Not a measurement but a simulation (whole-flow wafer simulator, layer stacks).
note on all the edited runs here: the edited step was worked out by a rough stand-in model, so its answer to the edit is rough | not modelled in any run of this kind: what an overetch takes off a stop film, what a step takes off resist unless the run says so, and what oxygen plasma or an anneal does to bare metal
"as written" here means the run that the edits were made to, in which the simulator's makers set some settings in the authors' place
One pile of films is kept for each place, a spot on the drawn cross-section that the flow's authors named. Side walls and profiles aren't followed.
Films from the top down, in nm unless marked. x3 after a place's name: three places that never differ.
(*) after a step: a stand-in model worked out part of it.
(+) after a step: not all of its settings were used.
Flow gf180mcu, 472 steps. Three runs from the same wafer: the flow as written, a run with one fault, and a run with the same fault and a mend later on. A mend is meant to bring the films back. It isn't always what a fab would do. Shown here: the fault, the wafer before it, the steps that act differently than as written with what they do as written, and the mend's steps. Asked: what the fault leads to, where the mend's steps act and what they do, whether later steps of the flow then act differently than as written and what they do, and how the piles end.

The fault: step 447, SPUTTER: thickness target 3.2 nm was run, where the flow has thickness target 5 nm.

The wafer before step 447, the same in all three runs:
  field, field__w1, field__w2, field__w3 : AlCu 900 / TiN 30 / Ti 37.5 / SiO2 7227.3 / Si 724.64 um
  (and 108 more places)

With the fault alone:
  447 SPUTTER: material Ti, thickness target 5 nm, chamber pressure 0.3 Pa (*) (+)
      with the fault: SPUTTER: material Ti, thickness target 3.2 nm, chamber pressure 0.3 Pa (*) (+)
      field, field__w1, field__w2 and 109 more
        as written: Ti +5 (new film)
        with the fault: Ti +3.2 (new film)
  Later steps of the flow that act differently than as written (4 more steps differ only slightly, by at most 2% or 0.5 nm, whichever is larger, and aren't shown):
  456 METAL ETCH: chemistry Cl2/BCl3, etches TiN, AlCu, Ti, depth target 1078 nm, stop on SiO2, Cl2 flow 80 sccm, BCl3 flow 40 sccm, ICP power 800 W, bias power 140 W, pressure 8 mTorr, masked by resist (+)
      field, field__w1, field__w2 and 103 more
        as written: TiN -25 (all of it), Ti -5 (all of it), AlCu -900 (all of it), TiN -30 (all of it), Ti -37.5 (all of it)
        with the fault: TiN -25 (all of it), Ti -3.2 (all of it), AlCu -900 (all of it), TiN -30 (all of it), Ti -37.5 (all of it)
  At the end the piles differ from the flow's by more than 2% or 0.5 nm, whichever is larger, at field__w8, contact, m1, m1__w1, pad, m1_nw.
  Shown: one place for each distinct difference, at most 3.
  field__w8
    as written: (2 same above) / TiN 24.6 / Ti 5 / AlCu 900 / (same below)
    with the fault: (2 same above) / TiN 24.6 / Ti 3.2 / AlCu 900 / (same below)
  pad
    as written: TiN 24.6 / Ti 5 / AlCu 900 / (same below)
    with the fault: TiN 24.6 / Ti 3.2 / AlCu 900 / (same below)

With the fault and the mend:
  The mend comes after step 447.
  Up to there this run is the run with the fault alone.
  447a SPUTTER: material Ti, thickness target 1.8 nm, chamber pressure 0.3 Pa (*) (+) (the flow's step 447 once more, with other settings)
      field, field__w1, field__w2 and 109 more
        Ti +1.8
  No later step of the flow acts differently than as written at any place that is followed.
  At the end the piles are the same as the flow's at every place that both follow.
